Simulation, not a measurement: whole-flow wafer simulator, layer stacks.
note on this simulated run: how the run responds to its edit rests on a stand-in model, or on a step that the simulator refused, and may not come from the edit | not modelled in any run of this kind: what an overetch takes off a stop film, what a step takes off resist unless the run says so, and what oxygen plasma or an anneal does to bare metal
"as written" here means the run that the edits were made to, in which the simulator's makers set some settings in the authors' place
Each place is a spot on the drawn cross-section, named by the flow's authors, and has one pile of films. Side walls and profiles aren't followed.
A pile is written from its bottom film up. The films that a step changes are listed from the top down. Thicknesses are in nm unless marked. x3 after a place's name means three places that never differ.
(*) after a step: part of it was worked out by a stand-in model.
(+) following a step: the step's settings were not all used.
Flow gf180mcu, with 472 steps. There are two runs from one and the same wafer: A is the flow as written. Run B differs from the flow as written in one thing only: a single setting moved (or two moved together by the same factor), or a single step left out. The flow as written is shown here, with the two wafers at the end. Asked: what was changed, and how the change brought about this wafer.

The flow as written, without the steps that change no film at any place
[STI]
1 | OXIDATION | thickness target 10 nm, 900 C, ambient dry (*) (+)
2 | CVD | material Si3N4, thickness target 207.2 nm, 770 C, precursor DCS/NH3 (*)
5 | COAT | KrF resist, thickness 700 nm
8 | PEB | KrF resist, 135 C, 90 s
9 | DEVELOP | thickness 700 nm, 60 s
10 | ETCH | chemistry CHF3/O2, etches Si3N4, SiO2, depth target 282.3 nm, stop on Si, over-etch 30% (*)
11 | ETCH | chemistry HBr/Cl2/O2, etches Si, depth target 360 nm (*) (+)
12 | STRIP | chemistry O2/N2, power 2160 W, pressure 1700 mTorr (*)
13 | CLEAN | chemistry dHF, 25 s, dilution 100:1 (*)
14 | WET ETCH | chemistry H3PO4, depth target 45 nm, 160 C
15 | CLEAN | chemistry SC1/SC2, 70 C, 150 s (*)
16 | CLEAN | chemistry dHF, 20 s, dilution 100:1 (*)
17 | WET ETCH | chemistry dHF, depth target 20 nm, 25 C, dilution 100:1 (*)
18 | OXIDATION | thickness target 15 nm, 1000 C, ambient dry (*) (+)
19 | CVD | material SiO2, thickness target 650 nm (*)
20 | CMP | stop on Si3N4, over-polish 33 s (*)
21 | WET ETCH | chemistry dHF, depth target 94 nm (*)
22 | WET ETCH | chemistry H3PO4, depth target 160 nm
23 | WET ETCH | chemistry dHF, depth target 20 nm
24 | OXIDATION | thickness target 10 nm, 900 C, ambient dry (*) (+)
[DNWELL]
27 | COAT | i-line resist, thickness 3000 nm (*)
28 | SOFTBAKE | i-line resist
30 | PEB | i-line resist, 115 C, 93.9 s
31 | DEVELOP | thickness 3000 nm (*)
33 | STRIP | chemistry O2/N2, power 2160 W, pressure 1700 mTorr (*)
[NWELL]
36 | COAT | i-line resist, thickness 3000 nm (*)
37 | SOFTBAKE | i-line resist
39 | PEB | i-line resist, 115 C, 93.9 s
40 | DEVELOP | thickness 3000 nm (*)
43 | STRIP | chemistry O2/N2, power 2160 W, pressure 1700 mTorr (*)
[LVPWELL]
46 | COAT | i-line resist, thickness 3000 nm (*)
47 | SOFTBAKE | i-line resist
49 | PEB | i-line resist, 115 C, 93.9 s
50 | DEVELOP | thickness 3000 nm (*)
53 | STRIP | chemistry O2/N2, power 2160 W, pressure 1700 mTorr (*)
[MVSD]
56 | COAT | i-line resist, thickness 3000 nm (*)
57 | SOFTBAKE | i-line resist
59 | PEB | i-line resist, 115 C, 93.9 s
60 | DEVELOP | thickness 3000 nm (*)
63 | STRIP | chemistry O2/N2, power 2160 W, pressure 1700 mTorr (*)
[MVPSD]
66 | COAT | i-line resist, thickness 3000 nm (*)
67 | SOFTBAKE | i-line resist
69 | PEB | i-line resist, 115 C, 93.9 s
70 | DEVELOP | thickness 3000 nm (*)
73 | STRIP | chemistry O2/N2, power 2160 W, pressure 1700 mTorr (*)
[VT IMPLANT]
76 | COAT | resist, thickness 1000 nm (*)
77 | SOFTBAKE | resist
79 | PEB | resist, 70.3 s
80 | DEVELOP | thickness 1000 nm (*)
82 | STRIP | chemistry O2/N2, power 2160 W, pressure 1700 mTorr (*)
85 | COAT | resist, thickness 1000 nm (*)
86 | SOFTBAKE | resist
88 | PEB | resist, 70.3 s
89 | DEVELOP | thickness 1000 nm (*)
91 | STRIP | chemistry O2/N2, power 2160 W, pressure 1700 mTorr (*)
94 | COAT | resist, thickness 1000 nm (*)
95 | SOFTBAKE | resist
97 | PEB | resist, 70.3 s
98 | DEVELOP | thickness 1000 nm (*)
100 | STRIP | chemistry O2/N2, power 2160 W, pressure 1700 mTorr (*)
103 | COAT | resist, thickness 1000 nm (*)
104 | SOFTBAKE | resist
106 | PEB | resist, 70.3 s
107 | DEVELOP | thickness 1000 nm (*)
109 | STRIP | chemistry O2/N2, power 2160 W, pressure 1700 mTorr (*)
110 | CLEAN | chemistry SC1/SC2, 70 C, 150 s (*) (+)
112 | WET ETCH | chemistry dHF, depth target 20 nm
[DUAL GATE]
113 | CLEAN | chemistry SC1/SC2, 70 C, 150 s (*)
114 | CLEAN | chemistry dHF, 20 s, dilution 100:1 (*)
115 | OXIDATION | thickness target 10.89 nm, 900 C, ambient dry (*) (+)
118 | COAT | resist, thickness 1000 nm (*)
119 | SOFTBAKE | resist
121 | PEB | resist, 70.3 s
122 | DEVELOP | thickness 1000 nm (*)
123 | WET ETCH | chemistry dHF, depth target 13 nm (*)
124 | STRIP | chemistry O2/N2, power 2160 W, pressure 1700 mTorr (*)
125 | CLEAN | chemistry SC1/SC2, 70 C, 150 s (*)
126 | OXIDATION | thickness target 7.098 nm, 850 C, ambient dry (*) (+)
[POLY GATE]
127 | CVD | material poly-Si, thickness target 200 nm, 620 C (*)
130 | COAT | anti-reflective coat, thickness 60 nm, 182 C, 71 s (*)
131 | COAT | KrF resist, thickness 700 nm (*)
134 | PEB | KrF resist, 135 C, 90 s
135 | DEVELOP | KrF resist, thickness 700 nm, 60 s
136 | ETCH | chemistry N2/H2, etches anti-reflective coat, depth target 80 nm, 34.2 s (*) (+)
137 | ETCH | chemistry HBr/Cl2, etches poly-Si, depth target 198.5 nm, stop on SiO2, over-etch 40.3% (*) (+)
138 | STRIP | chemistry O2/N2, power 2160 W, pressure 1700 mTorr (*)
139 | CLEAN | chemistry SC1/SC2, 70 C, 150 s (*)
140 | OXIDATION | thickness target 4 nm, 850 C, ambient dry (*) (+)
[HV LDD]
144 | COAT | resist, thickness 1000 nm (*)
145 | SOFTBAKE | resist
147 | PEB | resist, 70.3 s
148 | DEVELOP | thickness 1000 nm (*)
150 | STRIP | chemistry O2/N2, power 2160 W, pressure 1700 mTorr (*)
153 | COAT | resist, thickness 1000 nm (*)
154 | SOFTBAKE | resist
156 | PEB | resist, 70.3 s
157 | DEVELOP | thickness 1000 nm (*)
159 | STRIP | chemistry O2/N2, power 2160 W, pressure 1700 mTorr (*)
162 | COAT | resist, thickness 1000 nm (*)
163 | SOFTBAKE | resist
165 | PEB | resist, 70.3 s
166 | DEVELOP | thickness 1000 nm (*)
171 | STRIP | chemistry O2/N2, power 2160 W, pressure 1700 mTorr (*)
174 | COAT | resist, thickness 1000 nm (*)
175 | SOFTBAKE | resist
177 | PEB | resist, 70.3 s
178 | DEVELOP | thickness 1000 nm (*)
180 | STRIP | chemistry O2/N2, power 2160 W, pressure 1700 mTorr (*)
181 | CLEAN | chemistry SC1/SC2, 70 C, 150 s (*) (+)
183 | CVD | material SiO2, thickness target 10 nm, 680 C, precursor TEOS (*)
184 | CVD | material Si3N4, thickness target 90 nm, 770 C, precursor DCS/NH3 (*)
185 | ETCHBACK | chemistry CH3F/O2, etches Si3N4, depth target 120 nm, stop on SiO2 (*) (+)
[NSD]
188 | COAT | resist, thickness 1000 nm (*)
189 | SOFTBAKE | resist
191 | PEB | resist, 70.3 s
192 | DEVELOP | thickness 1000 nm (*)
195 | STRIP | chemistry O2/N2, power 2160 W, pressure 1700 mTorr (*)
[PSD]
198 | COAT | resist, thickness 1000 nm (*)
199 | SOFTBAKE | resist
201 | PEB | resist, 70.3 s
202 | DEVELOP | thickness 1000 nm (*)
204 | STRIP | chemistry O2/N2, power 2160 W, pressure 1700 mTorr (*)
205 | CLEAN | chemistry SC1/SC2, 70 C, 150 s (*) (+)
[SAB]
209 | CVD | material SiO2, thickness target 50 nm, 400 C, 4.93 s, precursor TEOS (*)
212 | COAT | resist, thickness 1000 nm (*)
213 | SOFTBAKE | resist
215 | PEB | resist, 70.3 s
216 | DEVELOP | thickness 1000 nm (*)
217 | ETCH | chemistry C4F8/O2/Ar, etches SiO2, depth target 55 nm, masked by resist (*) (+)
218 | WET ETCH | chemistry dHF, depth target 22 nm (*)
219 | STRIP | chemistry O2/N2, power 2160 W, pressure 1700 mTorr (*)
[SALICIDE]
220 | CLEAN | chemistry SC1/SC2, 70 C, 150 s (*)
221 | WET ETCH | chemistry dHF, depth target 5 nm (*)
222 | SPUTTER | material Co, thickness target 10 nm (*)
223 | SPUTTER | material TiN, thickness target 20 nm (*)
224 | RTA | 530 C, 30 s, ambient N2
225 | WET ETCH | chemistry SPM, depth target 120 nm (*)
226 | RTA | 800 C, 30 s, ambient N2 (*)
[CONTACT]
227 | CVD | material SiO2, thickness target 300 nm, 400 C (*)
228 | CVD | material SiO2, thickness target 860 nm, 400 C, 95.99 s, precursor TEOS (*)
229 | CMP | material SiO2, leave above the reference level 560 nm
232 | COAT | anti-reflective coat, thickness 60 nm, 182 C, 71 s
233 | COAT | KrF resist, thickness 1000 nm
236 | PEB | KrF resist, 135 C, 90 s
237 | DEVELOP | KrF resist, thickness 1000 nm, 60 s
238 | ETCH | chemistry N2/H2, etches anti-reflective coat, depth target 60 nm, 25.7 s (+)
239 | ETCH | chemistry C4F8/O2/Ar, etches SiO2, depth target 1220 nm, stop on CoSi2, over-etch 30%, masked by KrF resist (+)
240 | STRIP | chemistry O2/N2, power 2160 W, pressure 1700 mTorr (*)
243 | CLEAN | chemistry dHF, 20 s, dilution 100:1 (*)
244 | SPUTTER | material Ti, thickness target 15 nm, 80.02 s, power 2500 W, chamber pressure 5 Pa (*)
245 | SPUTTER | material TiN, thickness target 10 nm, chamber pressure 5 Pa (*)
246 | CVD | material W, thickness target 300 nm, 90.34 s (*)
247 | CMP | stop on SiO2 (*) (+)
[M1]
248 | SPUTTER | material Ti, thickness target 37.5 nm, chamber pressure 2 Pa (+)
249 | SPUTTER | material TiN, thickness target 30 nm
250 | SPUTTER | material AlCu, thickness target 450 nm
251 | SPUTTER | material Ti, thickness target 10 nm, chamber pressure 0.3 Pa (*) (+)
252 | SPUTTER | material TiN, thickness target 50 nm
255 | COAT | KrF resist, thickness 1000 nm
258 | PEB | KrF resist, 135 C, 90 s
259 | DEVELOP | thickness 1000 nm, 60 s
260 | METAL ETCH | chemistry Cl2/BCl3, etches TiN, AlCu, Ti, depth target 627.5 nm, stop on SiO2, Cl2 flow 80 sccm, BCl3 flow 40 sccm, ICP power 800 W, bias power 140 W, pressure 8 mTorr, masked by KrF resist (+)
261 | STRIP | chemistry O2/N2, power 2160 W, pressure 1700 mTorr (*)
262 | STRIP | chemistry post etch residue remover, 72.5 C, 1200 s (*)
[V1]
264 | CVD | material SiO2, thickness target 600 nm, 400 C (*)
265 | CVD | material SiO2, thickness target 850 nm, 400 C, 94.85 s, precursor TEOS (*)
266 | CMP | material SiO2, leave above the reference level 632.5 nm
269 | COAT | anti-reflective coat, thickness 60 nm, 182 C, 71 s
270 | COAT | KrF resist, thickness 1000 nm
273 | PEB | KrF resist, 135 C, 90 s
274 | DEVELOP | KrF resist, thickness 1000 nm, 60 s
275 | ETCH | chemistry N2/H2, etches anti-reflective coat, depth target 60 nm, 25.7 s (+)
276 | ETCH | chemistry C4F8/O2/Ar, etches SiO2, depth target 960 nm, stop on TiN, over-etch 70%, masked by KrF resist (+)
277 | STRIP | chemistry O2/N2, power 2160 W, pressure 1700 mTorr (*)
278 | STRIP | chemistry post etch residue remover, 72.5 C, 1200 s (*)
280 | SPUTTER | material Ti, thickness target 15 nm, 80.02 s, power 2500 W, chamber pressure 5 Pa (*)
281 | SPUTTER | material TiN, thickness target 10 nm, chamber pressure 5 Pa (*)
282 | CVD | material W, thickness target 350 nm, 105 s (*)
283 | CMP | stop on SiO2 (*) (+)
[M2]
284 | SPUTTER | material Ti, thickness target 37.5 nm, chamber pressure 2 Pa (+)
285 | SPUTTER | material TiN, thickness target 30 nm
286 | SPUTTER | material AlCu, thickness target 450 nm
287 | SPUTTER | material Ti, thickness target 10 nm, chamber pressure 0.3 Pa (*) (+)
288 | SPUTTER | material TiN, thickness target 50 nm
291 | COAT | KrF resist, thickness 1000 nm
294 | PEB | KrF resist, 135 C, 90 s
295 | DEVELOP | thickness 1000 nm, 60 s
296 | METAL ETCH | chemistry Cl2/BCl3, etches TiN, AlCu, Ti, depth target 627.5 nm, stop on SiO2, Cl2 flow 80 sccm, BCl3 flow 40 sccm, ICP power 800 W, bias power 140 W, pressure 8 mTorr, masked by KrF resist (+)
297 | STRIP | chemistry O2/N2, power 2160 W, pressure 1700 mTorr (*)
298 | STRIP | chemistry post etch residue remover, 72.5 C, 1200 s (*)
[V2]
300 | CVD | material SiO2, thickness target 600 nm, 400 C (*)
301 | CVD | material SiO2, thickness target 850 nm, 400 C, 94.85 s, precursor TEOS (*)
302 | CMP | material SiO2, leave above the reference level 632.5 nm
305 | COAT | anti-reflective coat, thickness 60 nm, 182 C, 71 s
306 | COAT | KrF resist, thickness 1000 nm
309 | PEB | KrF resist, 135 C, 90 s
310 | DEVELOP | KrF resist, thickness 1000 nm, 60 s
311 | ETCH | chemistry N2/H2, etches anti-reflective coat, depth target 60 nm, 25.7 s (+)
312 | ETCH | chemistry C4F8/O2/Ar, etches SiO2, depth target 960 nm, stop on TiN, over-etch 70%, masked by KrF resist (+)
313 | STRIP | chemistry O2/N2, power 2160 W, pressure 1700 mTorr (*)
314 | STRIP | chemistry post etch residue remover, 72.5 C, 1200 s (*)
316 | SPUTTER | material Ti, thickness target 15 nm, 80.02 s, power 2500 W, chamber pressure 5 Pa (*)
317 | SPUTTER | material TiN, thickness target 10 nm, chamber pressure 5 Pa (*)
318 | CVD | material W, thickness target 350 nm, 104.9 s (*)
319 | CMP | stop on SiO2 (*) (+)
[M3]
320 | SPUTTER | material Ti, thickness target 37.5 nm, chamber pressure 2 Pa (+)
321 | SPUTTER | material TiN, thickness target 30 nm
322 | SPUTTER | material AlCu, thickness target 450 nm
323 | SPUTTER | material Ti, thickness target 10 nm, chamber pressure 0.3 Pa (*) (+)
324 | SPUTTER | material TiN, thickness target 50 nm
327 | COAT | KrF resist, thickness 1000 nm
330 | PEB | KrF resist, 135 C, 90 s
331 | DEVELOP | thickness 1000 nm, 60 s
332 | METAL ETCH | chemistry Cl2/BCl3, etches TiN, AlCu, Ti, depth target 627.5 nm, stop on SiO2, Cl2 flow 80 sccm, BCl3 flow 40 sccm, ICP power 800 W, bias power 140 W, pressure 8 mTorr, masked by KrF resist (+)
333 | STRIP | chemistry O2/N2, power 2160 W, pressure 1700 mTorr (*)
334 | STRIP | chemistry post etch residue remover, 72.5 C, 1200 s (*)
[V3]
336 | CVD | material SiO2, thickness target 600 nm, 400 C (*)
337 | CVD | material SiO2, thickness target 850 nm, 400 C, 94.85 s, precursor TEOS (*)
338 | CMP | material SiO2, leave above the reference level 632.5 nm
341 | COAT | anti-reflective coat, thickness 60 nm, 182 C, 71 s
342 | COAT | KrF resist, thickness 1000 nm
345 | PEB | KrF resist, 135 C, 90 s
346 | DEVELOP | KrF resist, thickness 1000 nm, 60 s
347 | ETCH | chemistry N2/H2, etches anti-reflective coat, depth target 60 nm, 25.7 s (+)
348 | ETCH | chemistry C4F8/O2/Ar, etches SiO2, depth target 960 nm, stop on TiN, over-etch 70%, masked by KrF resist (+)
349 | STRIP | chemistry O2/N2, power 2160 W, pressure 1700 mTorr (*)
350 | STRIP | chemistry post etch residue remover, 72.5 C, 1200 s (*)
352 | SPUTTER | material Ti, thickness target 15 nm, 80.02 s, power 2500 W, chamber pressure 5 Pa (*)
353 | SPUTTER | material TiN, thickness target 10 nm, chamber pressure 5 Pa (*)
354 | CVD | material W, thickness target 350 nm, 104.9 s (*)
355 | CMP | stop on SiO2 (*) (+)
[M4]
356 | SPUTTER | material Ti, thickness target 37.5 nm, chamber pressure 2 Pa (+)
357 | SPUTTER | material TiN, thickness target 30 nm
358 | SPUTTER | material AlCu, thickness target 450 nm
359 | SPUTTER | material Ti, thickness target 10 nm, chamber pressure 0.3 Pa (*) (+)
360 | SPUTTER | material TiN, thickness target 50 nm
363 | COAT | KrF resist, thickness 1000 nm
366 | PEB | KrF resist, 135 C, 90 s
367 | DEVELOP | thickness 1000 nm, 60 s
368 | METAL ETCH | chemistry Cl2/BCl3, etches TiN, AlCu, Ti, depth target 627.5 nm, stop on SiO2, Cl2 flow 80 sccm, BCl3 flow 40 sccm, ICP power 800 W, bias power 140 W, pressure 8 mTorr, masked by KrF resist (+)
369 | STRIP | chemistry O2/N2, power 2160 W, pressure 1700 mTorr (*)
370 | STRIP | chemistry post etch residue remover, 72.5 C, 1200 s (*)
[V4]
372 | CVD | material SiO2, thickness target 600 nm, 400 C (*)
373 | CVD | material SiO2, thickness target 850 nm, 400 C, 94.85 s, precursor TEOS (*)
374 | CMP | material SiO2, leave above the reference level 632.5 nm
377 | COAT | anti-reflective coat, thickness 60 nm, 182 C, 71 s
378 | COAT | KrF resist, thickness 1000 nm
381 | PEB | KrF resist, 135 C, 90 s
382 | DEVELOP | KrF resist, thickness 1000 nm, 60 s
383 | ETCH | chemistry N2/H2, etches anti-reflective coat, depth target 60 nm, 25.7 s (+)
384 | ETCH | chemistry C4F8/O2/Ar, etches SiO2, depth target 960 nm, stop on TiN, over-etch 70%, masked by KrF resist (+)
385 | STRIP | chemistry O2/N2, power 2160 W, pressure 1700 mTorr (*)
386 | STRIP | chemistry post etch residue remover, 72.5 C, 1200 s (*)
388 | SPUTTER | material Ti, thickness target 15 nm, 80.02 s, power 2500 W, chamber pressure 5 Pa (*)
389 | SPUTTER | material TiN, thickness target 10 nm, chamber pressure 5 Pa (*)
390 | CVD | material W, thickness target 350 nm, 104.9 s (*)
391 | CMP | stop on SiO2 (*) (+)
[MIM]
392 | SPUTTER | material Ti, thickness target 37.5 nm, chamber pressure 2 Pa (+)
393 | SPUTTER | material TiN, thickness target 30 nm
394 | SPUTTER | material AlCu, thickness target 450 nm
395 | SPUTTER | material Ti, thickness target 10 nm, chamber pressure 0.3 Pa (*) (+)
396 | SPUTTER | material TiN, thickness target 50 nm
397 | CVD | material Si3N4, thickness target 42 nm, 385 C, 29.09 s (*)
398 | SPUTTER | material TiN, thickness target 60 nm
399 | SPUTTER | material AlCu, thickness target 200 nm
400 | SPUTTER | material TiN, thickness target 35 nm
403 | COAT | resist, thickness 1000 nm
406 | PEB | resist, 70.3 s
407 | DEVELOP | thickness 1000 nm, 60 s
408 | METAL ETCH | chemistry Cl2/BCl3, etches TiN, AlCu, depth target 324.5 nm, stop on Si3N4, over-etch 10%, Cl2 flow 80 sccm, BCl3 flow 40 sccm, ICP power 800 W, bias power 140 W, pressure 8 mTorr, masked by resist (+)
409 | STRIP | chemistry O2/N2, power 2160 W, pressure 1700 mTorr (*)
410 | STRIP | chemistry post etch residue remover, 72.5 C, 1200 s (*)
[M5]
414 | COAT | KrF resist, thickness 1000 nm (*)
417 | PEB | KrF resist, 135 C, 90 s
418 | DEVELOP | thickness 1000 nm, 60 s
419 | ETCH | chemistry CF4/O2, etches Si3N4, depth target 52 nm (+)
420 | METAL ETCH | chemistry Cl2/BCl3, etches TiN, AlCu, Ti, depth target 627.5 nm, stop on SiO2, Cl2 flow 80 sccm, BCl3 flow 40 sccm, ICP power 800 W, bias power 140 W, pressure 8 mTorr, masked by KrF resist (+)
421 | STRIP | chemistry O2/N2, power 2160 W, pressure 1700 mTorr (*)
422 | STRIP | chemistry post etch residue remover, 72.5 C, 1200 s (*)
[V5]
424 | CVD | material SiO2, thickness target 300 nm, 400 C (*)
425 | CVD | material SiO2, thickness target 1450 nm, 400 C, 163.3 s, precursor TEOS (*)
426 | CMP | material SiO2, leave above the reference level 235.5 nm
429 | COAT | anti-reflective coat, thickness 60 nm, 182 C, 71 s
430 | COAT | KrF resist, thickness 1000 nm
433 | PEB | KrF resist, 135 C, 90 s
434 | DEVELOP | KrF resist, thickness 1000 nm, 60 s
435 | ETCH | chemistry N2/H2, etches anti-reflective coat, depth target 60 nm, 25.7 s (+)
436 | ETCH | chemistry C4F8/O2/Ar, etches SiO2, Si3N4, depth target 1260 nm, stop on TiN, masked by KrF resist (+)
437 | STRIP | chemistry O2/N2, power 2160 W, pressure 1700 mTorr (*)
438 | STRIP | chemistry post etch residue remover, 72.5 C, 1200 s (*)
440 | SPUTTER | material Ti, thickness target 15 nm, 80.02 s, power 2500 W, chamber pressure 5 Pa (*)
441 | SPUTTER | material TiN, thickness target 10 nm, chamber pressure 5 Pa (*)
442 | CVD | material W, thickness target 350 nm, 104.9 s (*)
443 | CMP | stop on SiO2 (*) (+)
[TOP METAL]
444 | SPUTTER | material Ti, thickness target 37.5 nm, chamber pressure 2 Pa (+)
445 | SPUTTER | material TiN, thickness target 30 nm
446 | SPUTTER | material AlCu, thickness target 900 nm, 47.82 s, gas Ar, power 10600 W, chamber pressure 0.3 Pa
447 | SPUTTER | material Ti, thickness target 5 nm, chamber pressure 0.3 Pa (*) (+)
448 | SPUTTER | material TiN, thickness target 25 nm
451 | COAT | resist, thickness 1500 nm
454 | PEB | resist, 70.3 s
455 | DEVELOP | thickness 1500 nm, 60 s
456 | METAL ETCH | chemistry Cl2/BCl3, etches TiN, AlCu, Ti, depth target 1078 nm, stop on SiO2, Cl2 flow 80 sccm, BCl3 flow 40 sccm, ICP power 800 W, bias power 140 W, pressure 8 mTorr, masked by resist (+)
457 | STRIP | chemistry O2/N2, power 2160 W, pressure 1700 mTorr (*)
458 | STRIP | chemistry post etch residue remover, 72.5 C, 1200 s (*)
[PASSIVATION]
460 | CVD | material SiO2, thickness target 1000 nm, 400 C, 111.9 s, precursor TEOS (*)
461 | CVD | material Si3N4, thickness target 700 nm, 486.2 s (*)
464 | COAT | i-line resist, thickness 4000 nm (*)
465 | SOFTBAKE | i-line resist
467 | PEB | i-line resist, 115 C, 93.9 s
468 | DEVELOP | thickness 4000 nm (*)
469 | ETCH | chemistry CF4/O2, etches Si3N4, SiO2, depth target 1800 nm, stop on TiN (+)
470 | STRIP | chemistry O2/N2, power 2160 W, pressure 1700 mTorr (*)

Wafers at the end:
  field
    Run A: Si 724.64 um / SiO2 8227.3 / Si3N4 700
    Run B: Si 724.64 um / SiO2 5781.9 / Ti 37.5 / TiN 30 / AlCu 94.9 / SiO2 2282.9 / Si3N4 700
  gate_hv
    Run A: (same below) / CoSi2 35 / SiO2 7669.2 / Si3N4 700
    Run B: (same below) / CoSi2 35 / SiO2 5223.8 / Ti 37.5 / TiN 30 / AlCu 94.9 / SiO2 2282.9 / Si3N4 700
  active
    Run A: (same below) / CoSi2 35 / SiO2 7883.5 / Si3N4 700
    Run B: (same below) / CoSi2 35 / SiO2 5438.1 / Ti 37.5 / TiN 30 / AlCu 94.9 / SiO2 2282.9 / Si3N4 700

Cause: step 420, METAL ETCH: depth target 407.9 nm was run, whereas the flow has depth target 627.5 nm.

The path from the change to this, step by step:
  420 | METAL ETCH | chemistry Cl2/BCl3, etches TiN, AlCu, Ti, depth target 627.5 nm, stop on SiO2, Cl2 flow 80 sccm, BCl3 flow 40 sccm, ICP power 800 W, bias power 140 W, pressure 8 mTorr, masked by KrF resist (+)
      field, field__w1, field__w2 and 101 more: A TiN loses 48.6 (all of it), Ti loses 10 (all of it), AlCu loses 450 (all of it), TiN loses 30 (all of it), Ti loses 37.5 (all of it) | B TiN loses 48.6 (all of it), Ti loses 10 (all of it), AlCu loses 349.3
      field__w4, field__w8, contact, m1, m1__w1, mim, mim_1p0, m1_nw: A KrF resist loses 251 | B KrF resist loses 163.2
  421 | STRIP | chemistry O2/N2, power 2160 W, pressure 1700 mTorr (*)
      field__w8, m1__w1: A KrF resist loses 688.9 (all of it) | B KrF resist loses 776.7 (all of it)
      field__w4: A KrF resist loses 731.6 (all of it) | B KrF resist loses 819.5 (all of it)
      (as well as at 5 more places)
  422 | STRIP | chemistry post etch residue remover, 72.5 C, 1200 s (*)
      field, field__w1, field__w2 and 101 more: A nothing | B AlCu loses 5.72
  424 | CVD | material SiO2, thickness target 300 nm, 400 C (*)
      field, field__w1, field__w2 and 101 more: A SiO2 gains 300 | B SiO2 gains 300 (new film)
  426 | CMP | material SiO2, leave above the reference level 235.5 nm
      field, field__w1, field__w5 and 92 more: A SiO2 loses 300.8 | B SiO2 loses 463.3
      field__w2, field__w3, field__w12 and 6 more: A SiO2 loses 272.7 | B SiO2 loses 442.5
With metal films that touch counted as one body, field has 1 body; the flow as written gives 0 bodies.
With metal films that touch counted as one body, gate_hv has 2 bodies (between them, from the top down: SiO2 5223.8); the flow as written gives 1 body.
With metal films that touch counted as one body, active has 2 bodies (between them, from the top down: SiO2 5438.1); the flow as written gives 1 body.
